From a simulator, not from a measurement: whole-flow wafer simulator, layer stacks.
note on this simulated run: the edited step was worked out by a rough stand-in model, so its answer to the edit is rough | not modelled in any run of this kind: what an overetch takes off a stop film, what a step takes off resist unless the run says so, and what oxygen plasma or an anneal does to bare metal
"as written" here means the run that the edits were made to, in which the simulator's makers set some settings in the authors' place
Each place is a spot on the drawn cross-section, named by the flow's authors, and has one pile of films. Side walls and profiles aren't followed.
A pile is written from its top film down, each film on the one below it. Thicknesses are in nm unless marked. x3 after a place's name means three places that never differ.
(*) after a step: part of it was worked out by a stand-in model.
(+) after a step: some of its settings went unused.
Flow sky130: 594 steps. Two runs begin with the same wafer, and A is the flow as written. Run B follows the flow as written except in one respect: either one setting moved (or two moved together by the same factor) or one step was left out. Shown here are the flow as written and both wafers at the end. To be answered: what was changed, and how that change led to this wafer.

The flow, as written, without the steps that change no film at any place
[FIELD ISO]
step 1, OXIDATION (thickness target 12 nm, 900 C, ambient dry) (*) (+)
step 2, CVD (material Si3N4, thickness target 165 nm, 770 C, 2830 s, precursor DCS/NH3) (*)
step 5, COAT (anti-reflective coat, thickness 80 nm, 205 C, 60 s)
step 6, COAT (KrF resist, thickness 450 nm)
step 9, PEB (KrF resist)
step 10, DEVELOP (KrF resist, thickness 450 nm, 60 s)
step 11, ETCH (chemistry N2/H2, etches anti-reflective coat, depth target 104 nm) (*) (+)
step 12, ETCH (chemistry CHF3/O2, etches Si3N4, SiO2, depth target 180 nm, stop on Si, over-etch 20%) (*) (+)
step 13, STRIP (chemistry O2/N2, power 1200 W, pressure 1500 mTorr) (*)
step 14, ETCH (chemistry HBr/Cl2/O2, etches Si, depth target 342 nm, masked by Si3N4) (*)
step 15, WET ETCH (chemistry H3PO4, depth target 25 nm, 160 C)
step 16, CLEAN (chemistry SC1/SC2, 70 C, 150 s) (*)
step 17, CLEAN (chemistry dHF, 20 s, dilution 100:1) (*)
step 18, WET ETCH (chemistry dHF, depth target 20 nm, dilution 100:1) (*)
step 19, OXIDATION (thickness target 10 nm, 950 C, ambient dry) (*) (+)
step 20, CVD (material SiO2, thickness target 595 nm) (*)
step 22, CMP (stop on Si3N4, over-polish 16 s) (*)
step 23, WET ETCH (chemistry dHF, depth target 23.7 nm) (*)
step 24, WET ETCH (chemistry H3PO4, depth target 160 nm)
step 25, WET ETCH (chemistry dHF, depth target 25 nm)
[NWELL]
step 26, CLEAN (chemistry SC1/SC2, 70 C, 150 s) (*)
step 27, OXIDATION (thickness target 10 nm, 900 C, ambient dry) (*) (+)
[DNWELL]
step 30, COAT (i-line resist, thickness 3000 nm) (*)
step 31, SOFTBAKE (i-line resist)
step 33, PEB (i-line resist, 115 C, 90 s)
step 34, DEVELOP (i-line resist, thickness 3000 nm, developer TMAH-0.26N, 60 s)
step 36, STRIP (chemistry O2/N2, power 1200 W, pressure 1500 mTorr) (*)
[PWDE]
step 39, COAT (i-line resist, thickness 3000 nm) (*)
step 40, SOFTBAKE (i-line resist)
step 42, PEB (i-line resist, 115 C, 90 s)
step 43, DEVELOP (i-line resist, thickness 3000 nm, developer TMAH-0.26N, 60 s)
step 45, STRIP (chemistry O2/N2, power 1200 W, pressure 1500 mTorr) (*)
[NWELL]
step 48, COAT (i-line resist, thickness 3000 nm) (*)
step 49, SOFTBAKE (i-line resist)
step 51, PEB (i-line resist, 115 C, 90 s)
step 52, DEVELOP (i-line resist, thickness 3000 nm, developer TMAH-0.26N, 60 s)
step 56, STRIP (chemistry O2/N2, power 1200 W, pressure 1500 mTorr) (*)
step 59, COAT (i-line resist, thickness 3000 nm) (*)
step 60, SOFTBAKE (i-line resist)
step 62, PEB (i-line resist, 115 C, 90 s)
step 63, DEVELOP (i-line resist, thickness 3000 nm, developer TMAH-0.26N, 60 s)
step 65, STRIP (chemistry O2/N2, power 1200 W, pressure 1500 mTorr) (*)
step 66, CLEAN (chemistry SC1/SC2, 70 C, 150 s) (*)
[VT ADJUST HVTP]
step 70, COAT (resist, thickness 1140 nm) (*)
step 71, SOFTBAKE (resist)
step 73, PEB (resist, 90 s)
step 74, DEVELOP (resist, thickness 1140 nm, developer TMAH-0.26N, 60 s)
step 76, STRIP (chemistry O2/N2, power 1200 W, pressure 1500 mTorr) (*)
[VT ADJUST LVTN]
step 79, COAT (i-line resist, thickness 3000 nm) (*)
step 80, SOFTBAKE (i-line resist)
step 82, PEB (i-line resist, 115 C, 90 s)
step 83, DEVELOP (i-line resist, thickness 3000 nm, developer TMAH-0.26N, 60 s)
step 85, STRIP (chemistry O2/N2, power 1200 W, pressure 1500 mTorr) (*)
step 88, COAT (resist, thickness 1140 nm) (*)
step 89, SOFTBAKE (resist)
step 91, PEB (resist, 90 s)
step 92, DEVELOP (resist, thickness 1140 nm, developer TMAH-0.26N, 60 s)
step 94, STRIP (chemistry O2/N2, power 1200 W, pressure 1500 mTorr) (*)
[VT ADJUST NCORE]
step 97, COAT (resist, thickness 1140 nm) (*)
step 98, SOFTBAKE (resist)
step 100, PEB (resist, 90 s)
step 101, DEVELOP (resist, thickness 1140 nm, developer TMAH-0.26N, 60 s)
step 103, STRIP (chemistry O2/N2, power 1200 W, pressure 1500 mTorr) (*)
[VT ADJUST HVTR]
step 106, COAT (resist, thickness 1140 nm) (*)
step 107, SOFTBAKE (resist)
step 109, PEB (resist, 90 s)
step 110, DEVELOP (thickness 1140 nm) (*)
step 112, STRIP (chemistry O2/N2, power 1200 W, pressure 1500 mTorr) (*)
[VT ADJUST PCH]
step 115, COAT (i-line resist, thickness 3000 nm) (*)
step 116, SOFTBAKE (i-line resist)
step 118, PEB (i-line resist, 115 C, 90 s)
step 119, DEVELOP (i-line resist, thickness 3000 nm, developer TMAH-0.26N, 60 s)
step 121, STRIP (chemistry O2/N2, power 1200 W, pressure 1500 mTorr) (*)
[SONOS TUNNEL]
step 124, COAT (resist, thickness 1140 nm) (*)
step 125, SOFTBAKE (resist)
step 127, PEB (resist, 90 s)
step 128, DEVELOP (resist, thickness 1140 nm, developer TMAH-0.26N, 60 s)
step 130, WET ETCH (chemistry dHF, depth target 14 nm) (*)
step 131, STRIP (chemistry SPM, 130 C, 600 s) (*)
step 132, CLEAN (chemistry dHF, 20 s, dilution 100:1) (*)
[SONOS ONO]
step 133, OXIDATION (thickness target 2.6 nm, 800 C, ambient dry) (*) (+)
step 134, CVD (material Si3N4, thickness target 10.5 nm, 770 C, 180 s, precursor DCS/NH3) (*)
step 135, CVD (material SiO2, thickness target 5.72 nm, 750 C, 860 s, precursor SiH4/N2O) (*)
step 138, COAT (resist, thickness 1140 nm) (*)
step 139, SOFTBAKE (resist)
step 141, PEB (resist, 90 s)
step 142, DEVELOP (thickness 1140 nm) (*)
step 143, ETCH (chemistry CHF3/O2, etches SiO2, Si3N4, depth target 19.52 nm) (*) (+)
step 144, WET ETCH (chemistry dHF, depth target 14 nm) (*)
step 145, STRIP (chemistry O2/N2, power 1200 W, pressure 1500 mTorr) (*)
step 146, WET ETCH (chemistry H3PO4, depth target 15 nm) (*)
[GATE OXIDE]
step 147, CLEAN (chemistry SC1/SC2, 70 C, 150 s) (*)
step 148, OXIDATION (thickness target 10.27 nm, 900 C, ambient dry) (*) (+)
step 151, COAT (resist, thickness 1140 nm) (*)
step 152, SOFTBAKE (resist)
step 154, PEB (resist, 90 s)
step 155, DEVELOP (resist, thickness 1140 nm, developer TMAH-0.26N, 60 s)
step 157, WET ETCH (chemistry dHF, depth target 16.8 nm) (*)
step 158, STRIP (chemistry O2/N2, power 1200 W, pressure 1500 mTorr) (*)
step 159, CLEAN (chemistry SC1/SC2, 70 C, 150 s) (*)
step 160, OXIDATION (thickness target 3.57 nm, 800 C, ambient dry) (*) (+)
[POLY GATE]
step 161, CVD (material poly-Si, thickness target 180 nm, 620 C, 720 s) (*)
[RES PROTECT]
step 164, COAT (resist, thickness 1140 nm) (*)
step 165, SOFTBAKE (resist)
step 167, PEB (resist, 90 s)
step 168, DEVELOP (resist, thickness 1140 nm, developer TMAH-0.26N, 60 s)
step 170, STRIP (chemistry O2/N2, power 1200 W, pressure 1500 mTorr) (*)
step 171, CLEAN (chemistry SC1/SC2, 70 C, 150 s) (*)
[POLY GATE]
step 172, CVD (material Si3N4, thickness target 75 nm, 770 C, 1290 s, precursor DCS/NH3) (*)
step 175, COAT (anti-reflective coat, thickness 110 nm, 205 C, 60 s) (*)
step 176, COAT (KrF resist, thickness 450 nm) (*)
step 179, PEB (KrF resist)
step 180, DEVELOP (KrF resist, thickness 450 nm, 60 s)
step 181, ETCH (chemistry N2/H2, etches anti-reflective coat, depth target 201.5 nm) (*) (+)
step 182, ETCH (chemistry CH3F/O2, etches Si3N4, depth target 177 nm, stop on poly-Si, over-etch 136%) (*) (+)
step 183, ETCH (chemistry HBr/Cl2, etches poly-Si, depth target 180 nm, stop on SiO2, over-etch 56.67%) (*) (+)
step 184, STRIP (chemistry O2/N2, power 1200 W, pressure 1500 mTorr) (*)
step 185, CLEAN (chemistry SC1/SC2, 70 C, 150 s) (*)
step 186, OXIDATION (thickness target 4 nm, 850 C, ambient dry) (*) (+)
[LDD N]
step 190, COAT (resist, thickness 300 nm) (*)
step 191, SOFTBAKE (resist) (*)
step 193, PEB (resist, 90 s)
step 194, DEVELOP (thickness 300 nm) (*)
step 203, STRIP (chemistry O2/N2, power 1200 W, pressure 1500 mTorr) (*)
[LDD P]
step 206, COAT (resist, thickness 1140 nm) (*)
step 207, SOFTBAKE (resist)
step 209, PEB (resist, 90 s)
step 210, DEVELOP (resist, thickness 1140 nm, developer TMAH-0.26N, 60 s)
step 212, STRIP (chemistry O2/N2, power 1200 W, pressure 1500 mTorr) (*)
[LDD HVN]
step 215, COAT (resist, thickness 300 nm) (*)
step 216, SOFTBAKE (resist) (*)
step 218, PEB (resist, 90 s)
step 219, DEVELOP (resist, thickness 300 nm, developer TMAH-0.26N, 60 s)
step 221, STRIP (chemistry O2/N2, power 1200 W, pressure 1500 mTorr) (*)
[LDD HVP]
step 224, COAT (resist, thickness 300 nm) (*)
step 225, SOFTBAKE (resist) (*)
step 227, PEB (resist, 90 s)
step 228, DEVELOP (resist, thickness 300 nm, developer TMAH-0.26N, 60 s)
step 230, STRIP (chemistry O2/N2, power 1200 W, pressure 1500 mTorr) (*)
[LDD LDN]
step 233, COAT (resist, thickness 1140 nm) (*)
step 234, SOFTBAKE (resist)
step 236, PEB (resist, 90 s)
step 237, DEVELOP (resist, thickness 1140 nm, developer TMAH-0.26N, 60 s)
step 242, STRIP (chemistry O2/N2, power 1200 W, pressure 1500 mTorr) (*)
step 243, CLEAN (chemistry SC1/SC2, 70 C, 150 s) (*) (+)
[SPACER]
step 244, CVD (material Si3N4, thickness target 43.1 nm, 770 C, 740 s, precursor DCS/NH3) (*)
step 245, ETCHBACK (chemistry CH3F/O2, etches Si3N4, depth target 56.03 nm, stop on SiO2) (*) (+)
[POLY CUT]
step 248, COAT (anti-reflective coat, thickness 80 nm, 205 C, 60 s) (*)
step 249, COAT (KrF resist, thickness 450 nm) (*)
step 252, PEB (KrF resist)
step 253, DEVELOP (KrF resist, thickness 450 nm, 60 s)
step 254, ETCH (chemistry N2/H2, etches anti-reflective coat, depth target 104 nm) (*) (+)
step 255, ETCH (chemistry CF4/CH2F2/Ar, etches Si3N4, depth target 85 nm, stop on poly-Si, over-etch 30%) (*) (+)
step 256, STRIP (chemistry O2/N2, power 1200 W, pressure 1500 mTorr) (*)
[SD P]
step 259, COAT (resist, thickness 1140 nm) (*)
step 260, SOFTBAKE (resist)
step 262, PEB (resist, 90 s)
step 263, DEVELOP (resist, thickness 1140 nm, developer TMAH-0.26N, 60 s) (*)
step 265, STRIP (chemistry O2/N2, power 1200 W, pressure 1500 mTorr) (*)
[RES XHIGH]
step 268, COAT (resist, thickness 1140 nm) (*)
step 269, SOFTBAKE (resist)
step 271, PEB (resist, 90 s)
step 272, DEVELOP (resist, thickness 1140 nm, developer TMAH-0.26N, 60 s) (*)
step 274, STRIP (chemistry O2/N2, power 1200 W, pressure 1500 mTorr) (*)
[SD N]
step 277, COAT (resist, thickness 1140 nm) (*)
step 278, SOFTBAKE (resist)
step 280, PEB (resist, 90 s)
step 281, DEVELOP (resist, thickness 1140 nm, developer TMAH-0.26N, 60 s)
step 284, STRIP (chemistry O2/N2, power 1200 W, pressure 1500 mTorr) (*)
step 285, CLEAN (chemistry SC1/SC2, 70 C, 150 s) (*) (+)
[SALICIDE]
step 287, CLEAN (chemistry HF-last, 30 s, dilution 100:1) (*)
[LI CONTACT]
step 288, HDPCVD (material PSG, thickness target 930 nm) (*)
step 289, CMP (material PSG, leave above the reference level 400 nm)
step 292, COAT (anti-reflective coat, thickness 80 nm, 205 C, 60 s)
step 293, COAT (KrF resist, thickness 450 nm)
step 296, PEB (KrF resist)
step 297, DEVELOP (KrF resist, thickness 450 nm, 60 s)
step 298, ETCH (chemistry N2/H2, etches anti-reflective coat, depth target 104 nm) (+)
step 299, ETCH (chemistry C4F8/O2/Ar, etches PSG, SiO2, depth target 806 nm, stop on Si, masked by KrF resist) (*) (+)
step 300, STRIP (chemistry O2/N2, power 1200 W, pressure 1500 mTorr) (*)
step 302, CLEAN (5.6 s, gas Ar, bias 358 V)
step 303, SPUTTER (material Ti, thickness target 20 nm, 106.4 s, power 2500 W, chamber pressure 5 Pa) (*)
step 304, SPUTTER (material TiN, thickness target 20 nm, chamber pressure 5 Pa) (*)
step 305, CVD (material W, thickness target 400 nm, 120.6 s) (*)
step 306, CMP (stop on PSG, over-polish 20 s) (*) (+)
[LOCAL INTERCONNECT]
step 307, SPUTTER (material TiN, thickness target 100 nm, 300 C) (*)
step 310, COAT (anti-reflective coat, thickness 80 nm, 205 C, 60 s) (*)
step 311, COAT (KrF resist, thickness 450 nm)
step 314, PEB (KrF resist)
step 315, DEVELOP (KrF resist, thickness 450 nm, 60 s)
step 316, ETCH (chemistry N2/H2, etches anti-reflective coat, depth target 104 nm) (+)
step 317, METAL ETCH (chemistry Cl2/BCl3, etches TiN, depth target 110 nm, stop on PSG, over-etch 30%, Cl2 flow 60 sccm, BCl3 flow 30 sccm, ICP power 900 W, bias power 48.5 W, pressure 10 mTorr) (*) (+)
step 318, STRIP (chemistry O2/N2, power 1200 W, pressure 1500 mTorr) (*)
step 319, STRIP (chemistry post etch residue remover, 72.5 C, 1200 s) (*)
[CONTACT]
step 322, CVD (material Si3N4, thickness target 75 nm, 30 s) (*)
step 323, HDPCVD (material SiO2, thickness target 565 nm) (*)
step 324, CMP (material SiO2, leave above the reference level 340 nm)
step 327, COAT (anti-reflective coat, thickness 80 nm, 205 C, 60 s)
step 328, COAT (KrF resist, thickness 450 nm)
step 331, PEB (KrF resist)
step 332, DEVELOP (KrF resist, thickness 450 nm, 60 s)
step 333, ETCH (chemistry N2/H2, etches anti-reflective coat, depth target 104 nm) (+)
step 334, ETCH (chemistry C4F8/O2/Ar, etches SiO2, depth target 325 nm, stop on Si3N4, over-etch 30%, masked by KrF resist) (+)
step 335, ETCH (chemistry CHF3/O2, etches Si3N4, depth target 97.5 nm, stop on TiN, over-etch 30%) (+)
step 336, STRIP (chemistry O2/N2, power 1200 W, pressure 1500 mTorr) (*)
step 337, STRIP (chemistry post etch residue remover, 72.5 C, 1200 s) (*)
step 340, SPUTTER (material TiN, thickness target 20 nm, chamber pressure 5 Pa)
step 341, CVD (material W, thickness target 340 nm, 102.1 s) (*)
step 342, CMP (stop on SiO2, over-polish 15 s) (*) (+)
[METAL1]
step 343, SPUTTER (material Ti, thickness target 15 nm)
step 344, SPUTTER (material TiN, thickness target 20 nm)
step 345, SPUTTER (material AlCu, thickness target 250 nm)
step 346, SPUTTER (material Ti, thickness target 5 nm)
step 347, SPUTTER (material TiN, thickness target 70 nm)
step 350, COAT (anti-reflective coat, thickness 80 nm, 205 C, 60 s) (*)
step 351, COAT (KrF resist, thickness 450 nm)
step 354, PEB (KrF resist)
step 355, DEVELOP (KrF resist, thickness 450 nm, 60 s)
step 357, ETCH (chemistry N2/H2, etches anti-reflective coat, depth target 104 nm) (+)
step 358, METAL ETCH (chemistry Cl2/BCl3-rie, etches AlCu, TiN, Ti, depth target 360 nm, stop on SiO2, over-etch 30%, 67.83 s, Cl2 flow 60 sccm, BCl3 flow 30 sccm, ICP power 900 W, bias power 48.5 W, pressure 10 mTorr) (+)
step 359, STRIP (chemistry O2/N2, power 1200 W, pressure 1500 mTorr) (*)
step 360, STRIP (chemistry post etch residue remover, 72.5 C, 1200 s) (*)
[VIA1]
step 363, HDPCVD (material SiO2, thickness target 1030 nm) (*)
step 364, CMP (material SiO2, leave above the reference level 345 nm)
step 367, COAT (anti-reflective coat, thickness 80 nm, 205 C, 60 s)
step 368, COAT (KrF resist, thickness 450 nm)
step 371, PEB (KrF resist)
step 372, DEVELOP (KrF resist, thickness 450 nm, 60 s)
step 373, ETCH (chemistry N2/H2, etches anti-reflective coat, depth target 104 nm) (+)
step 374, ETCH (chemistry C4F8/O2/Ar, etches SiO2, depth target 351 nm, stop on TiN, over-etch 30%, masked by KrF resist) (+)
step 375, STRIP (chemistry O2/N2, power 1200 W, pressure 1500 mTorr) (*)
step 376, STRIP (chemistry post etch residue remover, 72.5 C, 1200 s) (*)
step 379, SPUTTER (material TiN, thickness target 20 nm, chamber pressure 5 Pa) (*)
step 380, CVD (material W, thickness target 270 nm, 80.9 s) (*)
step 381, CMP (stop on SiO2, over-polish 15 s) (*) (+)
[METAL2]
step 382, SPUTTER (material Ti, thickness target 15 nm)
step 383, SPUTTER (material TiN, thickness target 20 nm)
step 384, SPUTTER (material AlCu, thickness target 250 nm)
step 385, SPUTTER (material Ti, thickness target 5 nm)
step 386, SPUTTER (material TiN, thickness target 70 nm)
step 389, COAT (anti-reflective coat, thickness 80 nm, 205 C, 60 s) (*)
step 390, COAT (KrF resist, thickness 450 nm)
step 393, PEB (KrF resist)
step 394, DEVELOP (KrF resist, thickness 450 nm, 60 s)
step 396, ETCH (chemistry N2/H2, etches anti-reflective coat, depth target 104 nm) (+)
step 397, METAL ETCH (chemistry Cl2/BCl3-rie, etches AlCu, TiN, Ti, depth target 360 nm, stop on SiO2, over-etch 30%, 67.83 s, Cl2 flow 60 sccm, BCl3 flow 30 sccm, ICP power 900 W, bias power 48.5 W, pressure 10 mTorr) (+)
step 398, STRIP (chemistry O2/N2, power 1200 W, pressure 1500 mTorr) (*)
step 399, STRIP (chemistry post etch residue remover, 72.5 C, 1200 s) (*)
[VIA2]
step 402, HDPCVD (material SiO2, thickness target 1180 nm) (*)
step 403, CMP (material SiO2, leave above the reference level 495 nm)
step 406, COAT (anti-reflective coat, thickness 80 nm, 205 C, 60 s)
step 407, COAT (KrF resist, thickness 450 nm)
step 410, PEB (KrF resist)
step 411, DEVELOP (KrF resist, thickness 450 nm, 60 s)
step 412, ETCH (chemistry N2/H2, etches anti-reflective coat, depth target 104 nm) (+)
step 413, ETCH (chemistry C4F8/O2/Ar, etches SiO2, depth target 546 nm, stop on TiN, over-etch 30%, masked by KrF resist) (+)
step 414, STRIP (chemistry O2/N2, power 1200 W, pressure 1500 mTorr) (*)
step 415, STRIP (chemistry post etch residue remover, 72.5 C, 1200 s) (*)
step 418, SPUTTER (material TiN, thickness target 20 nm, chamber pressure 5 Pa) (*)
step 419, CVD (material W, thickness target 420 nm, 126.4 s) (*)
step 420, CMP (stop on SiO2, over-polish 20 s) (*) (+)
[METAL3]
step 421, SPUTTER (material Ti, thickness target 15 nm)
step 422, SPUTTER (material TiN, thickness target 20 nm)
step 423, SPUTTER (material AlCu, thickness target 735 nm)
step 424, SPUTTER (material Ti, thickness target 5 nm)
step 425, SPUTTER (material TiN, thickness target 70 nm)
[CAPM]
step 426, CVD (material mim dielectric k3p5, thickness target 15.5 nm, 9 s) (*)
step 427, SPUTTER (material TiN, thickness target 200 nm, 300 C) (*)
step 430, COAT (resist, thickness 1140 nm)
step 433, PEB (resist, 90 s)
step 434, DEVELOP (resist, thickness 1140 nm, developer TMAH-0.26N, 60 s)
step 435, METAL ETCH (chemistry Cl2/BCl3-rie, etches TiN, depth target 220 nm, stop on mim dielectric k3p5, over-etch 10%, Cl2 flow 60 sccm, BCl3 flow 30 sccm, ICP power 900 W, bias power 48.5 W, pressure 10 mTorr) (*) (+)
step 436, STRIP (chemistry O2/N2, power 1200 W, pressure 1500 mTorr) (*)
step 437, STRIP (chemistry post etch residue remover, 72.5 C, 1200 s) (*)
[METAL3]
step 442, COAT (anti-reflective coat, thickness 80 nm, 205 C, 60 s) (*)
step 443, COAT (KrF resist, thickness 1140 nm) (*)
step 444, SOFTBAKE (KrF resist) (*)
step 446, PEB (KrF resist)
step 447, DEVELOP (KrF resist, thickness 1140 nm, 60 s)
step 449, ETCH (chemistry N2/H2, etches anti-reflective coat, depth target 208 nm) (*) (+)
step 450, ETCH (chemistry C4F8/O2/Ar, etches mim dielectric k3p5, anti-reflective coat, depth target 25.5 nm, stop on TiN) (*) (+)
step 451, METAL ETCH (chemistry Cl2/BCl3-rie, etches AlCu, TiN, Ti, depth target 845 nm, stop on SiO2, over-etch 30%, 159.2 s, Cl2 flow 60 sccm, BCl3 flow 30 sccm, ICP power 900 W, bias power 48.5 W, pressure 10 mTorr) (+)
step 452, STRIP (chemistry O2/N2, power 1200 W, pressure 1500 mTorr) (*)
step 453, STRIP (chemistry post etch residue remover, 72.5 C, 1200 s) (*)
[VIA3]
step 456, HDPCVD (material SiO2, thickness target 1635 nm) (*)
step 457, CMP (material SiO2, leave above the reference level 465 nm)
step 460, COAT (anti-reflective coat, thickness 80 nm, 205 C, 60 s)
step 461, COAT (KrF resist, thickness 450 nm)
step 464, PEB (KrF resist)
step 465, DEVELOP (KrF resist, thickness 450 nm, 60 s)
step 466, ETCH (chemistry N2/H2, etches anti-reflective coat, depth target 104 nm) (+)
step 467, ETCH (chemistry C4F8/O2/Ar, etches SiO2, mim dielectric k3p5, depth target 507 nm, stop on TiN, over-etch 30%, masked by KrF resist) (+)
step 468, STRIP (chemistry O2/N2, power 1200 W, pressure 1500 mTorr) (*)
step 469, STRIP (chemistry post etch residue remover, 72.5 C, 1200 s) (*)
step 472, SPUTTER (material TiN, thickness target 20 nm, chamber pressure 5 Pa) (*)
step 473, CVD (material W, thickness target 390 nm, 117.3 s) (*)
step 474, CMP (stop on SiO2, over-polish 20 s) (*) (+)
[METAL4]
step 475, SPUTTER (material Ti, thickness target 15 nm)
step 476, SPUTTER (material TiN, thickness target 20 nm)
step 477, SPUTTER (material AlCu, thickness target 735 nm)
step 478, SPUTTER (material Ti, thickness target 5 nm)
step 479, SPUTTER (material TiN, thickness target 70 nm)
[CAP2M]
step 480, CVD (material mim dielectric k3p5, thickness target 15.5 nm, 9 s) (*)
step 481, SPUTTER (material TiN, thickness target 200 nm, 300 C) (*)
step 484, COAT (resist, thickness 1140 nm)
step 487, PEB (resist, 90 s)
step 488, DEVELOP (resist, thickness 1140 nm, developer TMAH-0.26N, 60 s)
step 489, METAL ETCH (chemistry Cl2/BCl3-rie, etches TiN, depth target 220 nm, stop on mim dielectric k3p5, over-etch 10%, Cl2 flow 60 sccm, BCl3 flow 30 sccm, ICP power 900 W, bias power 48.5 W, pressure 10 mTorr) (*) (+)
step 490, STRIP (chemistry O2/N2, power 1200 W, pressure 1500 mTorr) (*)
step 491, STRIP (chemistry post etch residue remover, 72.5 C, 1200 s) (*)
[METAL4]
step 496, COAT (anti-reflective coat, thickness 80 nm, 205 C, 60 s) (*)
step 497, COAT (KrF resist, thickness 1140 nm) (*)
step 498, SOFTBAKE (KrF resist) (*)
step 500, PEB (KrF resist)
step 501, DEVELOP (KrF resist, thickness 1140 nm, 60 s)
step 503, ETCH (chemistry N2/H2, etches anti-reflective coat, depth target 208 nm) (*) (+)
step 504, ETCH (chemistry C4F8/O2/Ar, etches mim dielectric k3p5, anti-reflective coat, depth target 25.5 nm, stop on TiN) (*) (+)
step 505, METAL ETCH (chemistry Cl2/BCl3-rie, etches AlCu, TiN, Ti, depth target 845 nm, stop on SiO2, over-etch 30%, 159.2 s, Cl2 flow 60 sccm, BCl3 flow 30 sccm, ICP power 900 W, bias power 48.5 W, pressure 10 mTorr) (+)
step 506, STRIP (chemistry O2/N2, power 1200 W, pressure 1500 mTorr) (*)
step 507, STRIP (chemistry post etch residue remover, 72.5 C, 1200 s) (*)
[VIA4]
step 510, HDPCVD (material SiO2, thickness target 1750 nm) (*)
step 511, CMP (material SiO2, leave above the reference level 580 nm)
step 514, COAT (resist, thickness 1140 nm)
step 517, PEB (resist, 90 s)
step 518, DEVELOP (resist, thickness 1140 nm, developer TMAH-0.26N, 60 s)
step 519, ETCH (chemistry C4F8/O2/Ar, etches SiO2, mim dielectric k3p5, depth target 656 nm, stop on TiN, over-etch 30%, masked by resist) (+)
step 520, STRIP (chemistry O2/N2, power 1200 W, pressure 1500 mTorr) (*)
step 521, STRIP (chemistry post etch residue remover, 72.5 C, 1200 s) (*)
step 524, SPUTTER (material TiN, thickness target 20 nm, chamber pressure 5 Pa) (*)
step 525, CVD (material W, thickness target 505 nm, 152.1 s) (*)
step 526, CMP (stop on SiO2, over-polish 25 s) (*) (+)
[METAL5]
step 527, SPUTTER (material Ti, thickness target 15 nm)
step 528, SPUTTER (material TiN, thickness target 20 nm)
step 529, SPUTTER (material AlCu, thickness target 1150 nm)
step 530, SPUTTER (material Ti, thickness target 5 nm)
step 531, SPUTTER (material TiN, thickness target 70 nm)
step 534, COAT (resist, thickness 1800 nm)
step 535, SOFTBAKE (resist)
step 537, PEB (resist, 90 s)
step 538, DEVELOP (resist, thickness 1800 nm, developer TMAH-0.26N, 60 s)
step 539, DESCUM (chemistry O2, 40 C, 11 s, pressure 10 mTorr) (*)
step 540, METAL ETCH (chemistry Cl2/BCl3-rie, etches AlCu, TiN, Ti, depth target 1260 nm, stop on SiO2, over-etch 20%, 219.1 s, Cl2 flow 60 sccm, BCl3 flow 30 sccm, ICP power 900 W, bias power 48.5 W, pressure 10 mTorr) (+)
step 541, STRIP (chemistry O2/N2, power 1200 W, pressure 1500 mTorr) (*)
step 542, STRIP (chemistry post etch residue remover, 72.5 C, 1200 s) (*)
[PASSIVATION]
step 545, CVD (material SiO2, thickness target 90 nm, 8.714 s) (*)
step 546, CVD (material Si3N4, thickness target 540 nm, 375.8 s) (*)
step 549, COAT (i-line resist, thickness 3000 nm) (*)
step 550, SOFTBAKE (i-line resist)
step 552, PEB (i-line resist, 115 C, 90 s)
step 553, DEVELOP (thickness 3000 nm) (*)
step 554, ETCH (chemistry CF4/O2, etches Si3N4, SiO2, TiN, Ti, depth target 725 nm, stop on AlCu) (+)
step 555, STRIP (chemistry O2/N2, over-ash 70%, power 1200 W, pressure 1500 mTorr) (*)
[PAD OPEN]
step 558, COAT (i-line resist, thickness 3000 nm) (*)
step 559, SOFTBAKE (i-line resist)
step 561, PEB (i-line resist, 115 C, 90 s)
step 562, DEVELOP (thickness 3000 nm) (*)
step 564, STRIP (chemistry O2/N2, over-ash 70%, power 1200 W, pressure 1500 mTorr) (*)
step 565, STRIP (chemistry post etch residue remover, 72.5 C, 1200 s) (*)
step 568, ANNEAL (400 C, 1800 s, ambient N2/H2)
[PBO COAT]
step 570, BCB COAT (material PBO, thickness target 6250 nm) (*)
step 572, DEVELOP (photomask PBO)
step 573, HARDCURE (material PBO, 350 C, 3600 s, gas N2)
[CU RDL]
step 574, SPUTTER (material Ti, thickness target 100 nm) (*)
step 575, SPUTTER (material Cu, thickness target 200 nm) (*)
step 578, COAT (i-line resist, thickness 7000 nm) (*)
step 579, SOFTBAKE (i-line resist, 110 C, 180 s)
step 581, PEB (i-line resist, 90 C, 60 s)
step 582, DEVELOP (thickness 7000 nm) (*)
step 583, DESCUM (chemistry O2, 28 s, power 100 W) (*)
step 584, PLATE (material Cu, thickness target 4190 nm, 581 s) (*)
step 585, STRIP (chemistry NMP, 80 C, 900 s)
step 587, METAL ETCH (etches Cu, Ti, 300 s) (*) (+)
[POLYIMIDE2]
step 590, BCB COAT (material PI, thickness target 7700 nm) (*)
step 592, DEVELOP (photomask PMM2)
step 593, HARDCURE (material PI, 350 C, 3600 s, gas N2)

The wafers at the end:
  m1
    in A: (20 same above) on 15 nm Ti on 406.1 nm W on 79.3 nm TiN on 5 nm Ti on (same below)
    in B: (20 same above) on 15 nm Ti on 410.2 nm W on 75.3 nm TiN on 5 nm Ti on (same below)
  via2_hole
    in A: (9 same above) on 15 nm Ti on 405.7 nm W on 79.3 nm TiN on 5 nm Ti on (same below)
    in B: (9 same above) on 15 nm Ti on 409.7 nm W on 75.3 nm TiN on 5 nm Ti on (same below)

The reason: step 418, SPUTTER: thickness target 12 nm was run, while the flow as written has thickness target 20 nm.

The path from the change to this, step by step:
  step 418, SPUTTER (material TiN, thickness target 20 nm, chamber pressure 5 Pa) (*)
      field, active, n_well and 186 more: A TiN gains 20 (new film) | B TiN gains 12 (new film)
      m1, via2_hole: A TiN gains 10.2 | B TiN gains 6.12
  step 420, CMP (stop on SiO2, over-polish 20 s) (*) (+)
      field, active, n_well and 186 more: A W loses 420 (all of it), TiN loses 20 (all of it), SiO2 loses 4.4 | B W loses 420 (all of it), TiN loses 12 (all of it), SiO2 loses 4.4
